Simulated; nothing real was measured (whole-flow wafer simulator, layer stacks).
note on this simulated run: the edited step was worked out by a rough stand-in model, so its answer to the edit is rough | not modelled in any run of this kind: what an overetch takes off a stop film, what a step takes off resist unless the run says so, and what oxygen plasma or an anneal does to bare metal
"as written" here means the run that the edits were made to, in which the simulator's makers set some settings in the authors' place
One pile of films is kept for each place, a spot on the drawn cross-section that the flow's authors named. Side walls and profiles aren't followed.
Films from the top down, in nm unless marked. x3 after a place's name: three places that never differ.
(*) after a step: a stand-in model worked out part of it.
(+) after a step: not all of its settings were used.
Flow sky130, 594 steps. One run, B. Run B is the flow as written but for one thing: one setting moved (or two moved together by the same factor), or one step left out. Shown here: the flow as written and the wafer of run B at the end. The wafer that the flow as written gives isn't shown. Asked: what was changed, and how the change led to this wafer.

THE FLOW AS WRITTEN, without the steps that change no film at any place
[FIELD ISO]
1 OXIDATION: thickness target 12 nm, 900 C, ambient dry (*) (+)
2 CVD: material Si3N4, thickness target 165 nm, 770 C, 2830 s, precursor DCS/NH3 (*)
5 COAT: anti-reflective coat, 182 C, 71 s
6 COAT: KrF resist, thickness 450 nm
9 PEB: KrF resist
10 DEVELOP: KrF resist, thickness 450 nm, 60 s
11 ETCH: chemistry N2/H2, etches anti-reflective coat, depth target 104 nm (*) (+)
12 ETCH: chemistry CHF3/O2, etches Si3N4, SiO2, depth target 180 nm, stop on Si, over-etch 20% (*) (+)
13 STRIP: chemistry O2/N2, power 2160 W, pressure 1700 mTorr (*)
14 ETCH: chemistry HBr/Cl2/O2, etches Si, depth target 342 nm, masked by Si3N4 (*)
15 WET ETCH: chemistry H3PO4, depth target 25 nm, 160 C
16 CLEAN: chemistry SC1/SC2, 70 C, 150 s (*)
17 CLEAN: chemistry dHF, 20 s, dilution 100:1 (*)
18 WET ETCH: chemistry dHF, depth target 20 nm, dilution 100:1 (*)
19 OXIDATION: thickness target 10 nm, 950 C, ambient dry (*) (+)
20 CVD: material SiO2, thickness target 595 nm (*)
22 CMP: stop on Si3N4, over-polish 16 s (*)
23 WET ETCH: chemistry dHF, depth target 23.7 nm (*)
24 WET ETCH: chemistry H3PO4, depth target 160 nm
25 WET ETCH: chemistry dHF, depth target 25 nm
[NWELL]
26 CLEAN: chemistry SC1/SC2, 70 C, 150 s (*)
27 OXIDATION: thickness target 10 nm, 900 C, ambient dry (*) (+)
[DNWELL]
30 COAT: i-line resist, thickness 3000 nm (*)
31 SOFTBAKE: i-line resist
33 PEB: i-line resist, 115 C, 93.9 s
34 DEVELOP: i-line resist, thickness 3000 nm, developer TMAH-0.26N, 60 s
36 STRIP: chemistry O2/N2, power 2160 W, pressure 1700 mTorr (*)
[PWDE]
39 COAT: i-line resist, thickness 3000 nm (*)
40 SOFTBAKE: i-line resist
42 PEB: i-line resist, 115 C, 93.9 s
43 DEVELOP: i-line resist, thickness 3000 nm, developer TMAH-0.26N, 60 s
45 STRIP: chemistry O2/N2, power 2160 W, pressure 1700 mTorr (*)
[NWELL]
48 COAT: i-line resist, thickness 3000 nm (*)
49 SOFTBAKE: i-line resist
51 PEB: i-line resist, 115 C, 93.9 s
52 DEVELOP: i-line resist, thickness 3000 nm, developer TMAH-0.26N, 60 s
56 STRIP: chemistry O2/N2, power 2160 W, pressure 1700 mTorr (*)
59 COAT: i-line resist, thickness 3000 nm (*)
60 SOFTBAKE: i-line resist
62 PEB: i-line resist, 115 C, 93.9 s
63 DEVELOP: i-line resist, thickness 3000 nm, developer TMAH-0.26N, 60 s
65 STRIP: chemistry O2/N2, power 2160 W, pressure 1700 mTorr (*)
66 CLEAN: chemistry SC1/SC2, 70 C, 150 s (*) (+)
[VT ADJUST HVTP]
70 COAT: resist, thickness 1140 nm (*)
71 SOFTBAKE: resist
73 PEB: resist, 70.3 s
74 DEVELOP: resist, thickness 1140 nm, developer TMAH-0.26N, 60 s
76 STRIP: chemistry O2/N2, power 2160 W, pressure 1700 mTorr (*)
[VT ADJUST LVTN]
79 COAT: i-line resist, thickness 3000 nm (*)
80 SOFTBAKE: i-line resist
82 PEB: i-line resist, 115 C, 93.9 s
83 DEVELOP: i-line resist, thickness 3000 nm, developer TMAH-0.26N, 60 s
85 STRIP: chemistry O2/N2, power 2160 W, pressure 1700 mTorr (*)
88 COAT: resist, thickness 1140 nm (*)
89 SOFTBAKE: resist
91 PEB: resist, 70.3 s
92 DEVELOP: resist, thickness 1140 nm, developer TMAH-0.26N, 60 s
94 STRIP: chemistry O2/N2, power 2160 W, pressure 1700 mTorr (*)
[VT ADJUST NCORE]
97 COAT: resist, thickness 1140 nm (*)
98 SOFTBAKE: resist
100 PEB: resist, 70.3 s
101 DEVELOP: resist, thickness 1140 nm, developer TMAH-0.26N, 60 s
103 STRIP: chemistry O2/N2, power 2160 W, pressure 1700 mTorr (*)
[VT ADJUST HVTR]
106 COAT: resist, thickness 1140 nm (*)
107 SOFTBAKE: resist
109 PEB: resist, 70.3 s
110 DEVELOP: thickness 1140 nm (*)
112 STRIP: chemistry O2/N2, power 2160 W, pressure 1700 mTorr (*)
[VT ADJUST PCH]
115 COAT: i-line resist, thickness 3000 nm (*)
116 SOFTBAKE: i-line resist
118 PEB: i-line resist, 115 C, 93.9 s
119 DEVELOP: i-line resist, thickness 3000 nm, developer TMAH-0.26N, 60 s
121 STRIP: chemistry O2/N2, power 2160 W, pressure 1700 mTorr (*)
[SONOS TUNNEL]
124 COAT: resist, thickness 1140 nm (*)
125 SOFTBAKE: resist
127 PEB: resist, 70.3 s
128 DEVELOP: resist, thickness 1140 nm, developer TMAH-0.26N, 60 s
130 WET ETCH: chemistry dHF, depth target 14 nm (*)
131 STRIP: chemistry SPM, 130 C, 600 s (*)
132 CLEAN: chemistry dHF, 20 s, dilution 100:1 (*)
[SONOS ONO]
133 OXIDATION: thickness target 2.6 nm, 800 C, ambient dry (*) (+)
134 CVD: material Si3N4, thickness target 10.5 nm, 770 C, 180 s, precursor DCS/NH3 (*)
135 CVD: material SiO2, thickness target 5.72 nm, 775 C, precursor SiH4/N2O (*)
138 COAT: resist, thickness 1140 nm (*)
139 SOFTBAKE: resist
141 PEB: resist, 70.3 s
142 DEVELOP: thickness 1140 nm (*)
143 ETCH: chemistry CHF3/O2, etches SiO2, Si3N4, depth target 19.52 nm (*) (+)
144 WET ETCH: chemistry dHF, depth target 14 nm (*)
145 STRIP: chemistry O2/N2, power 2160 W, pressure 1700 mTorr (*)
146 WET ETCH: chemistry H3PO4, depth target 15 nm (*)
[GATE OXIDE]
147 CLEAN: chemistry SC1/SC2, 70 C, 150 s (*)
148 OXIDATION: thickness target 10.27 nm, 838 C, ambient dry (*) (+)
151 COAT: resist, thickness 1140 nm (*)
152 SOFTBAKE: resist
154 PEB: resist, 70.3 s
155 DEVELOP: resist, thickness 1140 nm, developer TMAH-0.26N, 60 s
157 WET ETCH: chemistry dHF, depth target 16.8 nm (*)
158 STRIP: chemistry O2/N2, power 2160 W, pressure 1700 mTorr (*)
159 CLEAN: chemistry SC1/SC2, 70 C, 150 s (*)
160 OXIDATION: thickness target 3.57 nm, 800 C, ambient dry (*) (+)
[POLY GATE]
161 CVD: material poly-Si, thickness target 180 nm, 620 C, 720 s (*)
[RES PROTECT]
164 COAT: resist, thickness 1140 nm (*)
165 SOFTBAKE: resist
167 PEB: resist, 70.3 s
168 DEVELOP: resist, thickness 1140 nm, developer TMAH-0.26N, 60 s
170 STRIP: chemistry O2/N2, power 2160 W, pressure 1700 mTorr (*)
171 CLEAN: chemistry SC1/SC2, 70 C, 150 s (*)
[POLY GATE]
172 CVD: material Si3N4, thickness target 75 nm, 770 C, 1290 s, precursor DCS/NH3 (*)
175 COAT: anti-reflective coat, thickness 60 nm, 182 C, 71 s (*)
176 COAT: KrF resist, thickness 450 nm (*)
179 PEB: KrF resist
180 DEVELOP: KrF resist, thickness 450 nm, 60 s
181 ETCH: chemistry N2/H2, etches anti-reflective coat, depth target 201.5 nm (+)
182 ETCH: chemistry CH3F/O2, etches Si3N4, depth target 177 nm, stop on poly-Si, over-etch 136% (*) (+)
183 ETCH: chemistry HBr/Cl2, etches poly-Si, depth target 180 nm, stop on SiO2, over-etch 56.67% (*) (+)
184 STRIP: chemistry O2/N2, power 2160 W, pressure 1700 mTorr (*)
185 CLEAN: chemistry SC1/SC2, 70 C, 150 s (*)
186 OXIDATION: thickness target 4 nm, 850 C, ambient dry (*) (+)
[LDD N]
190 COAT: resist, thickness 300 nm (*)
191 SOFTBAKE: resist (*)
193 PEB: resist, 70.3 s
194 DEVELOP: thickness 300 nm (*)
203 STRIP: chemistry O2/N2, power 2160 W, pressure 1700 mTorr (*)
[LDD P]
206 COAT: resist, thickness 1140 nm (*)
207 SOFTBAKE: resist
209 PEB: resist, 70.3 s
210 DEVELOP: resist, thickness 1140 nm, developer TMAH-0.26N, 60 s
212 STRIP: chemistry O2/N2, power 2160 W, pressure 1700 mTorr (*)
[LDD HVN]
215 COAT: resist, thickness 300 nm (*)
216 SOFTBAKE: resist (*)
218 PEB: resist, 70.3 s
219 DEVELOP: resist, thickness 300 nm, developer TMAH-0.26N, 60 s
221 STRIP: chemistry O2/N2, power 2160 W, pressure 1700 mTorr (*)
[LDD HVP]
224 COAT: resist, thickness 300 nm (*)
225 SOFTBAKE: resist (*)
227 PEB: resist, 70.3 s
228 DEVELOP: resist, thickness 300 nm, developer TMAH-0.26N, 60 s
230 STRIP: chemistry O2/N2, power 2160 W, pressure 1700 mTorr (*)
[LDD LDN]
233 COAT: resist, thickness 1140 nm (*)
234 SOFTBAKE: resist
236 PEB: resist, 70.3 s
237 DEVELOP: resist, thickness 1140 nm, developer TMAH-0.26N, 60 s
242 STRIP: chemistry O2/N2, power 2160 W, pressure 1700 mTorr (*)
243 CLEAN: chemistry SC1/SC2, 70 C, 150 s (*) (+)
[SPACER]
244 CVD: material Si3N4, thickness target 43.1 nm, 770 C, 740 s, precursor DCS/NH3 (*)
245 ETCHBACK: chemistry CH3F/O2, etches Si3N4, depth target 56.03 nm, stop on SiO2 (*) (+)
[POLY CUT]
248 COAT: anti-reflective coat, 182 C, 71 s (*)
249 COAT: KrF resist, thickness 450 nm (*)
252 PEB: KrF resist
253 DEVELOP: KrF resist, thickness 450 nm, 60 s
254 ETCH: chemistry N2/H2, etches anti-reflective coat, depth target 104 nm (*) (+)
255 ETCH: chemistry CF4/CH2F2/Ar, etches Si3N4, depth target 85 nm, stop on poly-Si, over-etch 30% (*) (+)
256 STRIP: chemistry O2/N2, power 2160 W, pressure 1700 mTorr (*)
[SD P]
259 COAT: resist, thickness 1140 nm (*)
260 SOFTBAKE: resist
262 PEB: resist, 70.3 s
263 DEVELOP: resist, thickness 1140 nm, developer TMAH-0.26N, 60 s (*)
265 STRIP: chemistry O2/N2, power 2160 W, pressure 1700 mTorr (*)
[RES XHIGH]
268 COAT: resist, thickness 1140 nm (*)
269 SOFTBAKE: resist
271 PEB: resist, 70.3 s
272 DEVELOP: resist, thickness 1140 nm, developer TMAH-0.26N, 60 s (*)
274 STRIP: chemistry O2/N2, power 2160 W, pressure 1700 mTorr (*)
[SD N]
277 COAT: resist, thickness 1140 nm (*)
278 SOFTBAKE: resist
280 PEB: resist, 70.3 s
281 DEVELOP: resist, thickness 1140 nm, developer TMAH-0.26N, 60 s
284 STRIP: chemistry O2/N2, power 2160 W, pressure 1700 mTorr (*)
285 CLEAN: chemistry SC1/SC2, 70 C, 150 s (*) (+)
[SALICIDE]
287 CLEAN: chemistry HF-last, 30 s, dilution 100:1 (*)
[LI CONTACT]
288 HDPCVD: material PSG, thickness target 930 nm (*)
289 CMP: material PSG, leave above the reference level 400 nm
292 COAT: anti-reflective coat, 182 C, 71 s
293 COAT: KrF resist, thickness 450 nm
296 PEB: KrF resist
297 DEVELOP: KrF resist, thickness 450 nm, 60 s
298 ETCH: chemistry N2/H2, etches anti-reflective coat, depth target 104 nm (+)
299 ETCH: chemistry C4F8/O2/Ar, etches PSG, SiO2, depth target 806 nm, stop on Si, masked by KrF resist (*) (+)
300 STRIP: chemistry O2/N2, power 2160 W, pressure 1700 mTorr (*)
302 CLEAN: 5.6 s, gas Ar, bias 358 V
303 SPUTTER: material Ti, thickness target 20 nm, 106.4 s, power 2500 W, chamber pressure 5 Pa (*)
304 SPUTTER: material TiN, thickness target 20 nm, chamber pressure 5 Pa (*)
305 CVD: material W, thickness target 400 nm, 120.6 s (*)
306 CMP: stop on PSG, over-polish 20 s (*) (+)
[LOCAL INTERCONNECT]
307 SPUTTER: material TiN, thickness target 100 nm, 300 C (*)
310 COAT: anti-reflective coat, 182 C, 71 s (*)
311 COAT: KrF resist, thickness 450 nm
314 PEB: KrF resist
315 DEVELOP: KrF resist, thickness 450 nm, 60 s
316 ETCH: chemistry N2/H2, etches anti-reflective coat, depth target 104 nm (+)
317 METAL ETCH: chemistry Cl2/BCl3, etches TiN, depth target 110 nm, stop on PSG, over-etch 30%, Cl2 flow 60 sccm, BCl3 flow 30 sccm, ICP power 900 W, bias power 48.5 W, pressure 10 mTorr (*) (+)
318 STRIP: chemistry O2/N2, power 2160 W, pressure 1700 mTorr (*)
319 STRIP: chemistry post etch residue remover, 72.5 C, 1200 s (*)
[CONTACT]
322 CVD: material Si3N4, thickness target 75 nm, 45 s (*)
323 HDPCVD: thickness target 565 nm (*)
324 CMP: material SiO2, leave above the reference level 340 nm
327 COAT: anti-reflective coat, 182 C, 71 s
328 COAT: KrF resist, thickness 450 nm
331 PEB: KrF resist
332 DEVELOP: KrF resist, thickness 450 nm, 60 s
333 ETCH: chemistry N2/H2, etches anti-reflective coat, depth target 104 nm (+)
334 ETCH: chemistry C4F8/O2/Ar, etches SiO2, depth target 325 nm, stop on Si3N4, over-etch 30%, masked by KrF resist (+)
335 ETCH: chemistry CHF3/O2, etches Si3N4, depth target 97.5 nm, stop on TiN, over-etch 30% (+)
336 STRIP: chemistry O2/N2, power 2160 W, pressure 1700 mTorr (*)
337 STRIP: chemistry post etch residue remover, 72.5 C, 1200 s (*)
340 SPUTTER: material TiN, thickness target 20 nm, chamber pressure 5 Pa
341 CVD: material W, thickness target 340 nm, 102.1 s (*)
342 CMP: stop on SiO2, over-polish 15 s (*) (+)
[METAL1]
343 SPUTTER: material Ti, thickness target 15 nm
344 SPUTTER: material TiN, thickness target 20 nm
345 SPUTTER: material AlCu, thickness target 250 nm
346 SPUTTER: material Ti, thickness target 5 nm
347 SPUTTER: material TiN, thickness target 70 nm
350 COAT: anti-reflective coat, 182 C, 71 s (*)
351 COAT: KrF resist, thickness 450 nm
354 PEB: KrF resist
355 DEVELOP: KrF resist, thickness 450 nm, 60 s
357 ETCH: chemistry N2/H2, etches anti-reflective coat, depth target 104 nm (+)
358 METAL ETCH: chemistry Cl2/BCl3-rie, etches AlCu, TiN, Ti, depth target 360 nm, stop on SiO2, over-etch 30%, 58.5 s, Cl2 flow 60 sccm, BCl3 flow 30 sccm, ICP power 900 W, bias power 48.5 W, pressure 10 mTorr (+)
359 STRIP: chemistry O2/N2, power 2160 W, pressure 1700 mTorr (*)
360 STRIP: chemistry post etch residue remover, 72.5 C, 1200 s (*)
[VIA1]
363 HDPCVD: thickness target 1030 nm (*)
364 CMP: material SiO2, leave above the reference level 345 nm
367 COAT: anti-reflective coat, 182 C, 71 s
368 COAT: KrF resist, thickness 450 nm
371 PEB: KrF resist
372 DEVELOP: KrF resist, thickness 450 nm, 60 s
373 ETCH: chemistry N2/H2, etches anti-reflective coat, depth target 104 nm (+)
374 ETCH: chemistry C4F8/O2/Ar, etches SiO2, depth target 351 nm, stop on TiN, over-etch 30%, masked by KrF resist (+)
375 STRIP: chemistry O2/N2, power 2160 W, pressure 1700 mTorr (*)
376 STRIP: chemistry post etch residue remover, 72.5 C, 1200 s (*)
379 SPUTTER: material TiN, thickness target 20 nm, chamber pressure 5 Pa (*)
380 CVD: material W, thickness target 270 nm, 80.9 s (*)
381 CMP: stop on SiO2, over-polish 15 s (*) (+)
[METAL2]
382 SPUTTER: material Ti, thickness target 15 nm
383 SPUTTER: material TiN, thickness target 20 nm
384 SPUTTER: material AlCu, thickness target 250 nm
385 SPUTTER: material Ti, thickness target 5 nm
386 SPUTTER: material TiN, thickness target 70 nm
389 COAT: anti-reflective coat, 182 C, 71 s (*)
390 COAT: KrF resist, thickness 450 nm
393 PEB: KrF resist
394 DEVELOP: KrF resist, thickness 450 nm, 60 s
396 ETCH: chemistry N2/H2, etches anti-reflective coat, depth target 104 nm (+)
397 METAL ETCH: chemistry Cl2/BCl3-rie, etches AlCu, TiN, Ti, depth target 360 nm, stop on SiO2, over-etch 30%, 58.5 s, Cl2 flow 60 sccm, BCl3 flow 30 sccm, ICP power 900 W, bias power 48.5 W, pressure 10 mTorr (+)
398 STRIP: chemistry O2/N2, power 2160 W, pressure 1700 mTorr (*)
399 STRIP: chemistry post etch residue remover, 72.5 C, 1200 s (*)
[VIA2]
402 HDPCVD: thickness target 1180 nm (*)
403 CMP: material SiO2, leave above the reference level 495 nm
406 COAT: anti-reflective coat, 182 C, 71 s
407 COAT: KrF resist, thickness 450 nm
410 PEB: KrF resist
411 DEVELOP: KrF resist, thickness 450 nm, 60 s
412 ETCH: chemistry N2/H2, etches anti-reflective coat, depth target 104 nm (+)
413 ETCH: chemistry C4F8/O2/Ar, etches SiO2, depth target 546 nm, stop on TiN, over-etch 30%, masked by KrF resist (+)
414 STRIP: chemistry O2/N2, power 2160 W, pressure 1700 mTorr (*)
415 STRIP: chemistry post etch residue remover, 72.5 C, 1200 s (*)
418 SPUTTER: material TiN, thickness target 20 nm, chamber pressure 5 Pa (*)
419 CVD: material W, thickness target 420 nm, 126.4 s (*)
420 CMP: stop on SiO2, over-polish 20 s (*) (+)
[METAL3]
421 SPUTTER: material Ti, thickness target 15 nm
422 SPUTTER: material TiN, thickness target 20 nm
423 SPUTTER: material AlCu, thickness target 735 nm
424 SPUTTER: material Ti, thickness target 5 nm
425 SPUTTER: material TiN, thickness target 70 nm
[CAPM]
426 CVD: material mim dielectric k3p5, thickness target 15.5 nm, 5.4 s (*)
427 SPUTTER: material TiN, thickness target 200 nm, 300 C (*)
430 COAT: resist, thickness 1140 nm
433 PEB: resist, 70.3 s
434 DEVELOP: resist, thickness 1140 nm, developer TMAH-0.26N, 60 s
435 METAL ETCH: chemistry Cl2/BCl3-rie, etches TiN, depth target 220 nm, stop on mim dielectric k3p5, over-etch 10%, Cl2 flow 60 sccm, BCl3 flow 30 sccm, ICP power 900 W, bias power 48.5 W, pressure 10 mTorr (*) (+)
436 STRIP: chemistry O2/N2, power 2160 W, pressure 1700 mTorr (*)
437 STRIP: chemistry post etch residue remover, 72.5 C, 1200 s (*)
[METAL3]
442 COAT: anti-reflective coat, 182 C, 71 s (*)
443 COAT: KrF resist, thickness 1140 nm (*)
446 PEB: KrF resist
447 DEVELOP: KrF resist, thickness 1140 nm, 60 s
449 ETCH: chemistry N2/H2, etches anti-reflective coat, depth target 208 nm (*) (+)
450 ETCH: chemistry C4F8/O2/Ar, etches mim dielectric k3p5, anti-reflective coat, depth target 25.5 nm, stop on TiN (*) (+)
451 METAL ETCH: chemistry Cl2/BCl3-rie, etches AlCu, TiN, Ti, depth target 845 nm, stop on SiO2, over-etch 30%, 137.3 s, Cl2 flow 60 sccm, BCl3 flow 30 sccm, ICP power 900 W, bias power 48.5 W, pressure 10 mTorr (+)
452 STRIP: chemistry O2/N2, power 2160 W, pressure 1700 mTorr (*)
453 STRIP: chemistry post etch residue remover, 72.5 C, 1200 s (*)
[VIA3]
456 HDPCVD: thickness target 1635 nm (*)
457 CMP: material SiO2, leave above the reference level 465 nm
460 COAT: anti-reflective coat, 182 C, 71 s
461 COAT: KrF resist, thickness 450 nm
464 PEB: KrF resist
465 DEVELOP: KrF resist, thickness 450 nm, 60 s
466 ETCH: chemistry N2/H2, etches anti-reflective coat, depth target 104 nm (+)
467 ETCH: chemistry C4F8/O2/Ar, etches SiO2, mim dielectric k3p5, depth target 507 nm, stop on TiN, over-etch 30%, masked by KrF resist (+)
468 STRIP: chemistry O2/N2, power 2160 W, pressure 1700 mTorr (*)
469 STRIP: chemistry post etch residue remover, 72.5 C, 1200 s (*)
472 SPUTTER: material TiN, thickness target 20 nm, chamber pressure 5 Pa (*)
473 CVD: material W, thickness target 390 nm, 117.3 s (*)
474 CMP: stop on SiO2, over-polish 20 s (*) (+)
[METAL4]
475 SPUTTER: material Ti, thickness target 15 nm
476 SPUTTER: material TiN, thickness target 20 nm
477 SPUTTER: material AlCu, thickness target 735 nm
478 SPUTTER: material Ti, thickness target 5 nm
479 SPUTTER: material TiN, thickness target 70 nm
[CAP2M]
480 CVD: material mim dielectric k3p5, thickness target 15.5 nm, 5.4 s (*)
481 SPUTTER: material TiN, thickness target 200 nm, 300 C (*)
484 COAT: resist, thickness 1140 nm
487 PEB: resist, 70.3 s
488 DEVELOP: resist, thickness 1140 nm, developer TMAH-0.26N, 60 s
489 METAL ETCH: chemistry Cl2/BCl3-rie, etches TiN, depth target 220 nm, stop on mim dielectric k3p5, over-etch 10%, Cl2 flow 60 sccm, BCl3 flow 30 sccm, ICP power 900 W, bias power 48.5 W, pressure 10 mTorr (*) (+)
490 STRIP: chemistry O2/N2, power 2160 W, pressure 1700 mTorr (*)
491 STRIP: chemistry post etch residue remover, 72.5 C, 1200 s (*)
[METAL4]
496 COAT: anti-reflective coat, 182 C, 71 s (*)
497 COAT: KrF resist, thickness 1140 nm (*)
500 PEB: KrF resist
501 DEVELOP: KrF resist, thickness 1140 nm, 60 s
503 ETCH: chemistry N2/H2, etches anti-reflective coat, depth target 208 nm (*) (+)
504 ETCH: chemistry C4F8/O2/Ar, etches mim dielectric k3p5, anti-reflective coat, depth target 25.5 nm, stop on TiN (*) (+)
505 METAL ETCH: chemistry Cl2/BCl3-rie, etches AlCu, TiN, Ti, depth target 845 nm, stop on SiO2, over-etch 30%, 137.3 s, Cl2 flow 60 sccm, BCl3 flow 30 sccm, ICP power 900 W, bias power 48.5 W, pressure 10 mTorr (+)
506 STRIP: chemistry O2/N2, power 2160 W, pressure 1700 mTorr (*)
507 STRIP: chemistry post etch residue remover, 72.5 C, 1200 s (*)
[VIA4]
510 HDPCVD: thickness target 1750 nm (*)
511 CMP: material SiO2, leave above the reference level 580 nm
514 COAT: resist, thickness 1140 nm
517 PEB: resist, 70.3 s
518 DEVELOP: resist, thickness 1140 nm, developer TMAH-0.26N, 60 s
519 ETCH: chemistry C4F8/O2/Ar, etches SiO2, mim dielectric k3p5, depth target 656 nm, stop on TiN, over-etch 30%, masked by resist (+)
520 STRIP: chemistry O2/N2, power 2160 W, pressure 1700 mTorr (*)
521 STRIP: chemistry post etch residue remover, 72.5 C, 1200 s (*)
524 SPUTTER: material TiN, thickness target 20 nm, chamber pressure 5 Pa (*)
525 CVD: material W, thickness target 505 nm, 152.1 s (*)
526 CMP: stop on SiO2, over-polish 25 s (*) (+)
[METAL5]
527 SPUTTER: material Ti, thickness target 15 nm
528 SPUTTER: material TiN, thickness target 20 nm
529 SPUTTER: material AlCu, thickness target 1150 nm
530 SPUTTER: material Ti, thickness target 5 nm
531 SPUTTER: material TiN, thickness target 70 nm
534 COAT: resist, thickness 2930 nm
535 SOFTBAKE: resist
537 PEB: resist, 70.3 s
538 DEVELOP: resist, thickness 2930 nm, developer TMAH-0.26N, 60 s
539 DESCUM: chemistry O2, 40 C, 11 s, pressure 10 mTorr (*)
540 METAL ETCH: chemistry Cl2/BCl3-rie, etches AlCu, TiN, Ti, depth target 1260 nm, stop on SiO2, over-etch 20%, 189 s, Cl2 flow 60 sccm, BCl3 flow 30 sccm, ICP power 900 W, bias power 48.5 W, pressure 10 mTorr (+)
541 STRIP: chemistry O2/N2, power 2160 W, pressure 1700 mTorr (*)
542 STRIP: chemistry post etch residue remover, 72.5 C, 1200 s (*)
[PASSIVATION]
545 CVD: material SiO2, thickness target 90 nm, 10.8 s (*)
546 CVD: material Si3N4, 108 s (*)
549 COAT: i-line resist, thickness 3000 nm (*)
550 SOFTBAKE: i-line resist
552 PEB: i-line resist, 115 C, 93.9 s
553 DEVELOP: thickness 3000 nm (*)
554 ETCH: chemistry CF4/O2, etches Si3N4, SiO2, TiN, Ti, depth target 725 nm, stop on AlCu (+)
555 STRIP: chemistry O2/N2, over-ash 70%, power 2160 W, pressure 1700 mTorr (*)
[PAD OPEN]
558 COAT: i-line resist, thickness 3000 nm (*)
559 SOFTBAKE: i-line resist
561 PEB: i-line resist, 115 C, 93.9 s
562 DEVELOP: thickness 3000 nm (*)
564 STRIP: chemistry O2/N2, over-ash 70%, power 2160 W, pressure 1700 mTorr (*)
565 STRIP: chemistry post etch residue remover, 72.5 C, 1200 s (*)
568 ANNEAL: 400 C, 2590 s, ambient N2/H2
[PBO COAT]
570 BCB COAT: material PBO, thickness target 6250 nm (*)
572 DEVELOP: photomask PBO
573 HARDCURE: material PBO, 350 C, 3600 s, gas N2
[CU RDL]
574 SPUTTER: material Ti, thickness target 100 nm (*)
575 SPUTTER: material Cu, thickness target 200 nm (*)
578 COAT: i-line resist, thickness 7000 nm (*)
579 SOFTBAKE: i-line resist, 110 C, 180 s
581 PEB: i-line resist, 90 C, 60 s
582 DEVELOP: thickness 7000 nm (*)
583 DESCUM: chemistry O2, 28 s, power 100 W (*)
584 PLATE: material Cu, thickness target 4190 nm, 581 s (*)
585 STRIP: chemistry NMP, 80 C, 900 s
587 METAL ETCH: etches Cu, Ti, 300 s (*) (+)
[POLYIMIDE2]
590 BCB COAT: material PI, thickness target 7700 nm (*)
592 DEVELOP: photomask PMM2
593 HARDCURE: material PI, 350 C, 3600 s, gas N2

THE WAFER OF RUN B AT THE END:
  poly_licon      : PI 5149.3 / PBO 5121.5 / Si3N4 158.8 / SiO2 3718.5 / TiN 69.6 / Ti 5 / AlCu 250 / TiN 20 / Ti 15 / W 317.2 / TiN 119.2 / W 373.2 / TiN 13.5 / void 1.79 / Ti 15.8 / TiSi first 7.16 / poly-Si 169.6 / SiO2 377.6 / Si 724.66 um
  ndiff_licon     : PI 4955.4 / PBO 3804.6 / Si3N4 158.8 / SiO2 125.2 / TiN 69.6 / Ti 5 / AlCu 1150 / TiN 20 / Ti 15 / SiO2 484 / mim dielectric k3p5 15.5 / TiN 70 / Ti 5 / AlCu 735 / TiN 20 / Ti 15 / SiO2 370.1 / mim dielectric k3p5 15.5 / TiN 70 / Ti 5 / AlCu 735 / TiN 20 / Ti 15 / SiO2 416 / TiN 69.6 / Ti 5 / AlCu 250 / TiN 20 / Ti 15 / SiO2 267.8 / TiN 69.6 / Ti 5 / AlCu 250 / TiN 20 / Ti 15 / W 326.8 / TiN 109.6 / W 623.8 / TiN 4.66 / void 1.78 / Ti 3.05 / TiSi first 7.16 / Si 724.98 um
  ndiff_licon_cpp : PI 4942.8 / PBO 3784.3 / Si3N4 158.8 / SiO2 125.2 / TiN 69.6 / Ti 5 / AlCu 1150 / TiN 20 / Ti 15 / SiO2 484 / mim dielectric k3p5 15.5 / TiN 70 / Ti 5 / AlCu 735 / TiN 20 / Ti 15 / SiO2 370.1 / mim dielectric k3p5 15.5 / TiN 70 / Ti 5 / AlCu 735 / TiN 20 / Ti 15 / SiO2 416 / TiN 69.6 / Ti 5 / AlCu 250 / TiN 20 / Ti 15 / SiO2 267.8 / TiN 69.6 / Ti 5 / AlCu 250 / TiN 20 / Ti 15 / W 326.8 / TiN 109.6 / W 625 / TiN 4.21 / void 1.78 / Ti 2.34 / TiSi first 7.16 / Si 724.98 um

The cause: step 304, SPUTTER: thickness target 13.5 nm was run, where the flow has thickness target 20 nm.
It can be read off the wafer: poly_licon has TiN 13.5, and step 304 as written asks for 20 nm.

How the change led to this, step by step:
  304 SPUTTER: material TiN, thickness target 20 nm, chamber pressure 5 Pa (*)
      field, active, n_well and 185 more: TiN +13.5 (new film) (as written it would be: TiN +20 (new film))
      ndiff_licon: TiN +4.66 (new film) (as written it would be: TiN +6.83 (new film))
      (and at 2 more places)
  306 CMP: stop on PSG, over-polish 20 s (*) (+)
      field, active, n_well and 184 more: W -400 (all of it), TiN -13.5 (all of it), Ti -20 (all of it), PSG -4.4 (as written it would be: W -400 (all of it), TiN -20 (all of it), Ti -20 (all of it), PSG -4.4)
      poly_licon: W -26.8 (as written it would be: W -33.3)
